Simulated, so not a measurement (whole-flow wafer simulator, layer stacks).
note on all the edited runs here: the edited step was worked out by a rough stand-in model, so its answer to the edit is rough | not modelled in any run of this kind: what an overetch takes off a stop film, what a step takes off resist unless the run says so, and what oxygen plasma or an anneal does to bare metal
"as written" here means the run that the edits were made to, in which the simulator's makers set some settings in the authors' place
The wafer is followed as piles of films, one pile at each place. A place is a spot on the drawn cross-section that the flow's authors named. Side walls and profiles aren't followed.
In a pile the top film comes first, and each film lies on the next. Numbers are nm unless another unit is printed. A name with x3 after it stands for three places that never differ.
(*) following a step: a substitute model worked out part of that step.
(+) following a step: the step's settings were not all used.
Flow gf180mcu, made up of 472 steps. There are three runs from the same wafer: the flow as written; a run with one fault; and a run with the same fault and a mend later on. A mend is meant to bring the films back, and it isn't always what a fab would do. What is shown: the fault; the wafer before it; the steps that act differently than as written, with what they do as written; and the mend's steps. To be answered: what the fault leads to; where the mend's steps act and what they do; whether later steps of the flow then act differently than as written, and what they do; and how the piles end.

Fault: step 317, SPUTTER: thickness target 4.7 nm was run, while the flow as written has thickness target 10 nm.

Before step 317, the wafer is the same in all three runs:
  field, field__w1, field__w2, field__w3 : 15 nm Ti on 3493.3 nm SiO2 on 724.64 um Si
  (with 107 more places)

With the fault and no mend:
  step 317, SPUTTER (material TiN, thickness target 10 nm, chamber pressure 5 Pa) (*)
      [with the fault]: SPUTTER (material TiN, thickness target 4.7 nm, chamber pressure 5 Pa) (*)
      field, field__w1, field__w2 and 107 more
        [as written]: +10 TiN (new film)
        [with the fault]: +4.7 TiN (new film)
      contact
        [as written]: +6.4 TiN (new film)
        [with the fault]: +3.01 TiN (new film)
  Later steps of the flow acting differently than as written (1 more step, not shown, differs only slightly: by at most 2% or 0.5 nm, whichever is larger):
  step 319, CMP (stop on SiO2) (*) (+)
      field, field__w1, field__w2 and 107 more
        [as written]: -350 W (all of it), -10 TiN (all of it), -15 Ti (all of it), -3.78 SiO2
        [with the fault]: -350 W (all of it), -4.7 TiN (all of it), -15 Ti (all of it), -3.73 SiO2
  At contact, the piles at the end differ from the flow's by more than 2% or 0.5 nm, whichever is larger.
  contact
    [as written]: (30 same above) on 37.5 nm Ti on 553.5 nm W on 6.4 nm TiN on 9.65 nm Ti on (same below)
    [with the fault]: (30 same above) on 37.5 nm Ti on 556.9 nm W on 3.01 nm TiN on 9.65 nm Ti on (same below)

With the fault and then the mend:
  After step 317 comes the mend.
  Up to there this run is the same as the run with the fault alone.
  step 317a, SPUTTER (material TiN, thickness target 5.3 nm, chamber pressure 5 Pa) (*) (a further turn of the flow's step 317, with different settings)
      field, field__w1, field__w2 and 107 more
        +5.3 TiN
      contact
        +3.39 TiN
  Every later step of the flow that is run acts as written at every place that is followed.
  The piles end the same as the flow's at every place that both follow.
